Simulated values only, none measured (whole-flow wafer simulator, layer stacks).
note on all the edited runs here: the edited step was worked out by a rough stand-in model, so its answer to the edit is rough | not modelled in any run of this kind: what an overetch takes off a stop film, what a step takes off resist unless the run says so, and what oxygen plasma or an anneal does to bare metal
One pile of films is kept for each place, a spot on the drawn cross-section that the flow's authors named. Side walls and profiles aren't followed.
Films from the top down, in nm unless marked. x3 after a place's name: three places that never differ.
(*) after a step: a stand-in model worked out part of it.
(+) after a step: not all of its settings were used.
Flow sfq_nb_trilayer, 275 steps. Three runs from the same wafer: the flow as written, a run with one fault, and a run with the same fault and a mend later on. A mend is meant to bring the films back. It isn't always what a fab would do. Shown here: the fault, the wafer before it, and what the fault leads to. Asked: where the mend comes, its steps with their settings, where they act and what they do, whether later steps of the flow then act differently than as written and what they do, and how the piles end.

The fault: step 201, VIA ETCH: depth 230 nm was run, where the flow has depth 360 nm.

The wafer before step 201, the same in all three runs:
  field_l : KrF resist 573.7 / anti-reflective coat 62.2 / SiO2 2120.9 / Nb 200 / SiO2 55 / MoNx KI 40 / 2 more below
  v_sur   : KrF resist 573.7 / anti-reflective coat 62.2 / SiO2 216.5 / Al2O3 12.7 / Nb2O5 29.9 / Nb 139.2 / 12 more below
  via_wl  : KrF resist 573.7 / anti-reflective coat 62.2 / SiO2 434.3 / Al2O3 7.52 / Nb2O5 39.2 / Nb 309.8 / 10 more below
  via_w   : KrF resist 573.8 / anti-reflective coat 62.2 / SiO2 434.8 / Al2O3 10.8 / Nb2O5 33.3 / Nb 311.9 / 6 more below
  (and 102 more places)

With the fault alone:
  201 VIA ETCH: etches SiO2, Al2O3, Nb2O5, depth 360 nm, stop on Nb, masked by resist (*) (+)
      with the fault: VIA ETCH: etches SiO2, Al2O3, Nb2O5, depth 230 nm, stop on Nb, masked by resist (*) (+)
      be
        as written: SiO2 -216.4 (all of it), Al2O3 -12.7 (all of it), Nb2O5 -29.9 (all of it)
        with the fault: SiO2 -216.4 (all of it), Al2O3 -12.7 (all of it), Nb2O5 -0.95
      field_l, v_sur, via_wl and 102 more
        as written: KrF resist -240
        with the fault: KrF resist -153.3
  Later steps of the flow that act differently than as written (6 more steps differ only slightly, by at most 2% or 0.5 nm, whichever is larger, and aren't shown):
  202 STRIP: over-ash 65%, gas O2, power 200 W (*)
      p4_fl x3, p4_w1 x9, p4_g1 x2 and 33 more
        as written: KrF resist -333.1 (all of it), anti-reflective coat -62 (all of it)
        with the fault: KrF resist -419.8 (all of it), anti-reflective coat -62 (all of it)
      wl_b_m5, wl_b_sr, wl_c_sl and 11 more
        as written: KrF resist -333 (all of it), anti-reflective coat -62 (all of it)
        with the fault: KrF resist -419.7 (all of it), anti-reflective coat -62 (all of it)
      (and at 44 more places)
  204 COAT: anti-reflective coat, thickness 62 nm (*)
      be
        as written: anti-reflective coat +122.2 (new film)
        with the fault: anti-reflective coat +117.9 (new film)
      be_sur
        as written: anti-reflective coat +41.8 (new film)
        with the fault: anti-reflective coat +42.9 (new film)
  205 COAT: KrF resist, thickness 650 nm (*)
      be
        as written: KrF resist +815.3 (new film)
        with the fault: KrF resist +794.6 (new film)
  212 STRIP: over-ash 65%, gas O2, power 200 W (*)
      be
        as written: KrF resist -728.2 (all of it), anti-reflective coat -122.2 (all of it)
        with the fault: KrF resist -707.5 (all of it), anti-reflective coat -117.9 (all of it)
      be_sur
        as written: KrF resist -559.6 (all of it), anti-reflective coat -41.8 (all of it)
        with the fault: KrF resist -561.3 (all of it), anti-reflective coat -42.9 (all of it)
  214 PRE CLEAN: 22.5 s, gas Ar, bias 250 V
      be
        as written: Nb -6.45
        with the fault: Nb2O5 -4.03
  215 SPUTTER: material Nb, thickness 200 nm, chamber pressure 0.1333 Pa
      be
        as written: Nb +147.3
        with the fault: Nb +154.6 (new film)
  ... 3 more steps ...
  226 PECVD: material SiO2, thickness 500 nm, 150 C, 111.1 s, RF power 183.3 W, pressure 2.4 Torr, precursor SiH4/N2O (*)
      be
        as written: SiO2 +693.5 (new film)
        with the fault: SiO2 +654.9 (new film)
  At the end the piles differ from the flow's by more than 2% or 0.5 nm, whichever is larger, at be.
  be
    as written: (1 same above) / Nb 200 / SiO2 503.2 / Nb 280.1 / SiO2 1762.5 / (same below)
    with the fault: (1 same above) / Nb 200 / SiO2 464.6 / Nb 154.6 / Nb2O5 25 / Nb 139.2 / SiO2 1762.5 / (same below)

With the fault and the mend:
  The mend comes after step 201.
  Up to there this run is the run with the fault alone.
  201a VIA ETCH: etches SiO2, Al2O3, Nb2O5, depth 130 nm, stop on Nb, masked by resist (*) (+) (the flow's step 201 once more, with other settings)
      field_l, v_sur, via_wl and 102 more
        KrF resist -86.7
      be
        Nb2O5 -29 (all of it)
  No later step of the flow acts differently than as written at any place that is followed.
  At the end the piles are the same as the flow's at every place that both follow.
